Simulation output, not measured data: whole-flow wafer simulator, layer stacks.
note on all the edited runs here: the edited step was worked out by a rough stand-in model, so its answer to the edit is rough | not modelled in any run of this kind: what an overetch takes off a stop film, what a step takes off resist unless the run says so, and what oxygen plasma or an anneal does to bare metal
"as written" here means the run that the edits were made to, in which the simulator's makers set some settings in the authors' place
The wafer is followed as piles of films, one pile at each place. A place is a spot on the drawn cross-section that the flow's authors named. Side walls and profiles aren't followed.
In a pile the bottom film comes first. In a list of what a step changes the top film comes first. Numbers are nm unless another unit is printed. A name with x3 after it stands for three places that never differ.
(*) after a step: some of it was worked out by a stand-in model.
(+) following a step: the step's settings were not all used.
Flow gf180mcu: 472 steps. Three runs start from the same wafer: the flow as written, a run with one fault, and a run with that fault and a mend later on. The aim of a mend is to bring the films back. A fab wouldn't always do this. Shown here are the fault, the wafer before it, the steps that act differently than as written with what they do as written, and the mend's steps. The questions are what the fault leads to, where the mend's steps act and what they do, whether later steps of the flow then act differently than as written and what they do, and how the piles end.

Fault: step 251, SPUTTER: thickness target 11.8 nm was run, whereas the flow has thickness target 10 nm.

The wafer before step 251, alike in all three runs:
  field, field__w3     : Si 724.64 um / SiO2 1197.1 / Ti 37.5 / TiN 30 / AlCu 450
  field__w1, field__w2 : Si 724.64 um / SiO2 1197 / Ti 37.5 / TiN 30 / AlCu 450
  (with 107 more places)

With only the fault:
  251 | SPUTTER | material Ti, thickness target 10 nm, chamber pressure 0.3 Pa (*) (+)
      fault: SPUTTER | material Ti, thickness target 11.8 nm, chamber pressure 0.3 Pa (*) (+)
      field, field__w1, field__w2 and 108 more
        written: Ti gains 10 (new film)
        fault: Ti gains 11.8 (new film)
  Steps further on in the flow that do not act as written (5 more steps, not shown, differ only slightly: by at most 2% or 0.5 nm, whichever is larger):
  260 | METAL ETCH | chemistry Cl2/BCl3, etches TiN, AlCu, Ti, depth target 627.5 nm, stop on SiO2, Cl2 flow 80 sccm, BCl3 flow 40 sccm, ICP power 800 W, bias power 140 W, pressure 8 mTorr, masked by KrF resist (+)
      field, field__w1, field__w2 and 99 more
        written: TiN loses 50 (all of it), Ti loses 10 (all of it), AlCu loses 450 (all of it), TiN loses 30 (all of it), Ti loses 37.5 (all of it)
        fault: TiN loses 50 (all of it), Ti loses 11.8 (all of it), AlCu loses 450 (all of it), TiN loses 30 (all of it), Ti loses 37.5 (all of it)
  At field__w8, contact, m1 and 6 more, the piles at the end differ from the flow's by more than 2% or 0.5 nm, whichever is larger.
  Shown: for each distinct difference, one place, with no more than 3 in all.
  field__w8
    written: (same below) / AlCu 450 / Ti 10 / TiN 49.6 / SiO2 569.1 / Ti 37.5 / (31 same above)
    fault: (same below) / AlCu 450 / Ti 11.8 / TiN 49.6 / SiO2 567.3 / Ti 37.5 / (31 same above)
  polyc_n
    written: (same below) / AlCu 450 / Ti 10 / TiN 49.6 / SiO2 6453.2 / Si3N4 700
    fault: (same below) / AlCu 450 / Ti 11.8 / TiN 49.6 / SiO2 6451.4 / Si3N4 700
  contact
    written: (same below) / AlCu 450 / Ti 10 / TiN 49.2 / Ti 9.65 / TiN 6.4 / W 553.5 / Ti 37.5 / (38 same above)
    fault: (same below) / AlCu 450 / Ti 11.8 / TiN 49.2 / Ti 9.66 / TiN 6.41 / W 551.7 / Ti 37.5 / (38 same above)

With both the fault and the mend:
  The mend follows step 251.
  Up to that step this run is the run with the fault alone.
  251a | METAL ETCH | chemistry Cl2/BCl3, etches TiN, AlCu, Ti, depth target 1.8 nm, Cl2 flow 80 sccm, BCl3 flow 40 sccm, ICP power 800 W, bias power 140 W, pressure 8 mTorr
      field, field__w1, field__w2 and 108 more
        Ti loses 1.8
  None of the later steps of the flow acts differently than as written at any place that is followed.
  By the end, the piles equal the flow's at every place that both follow.
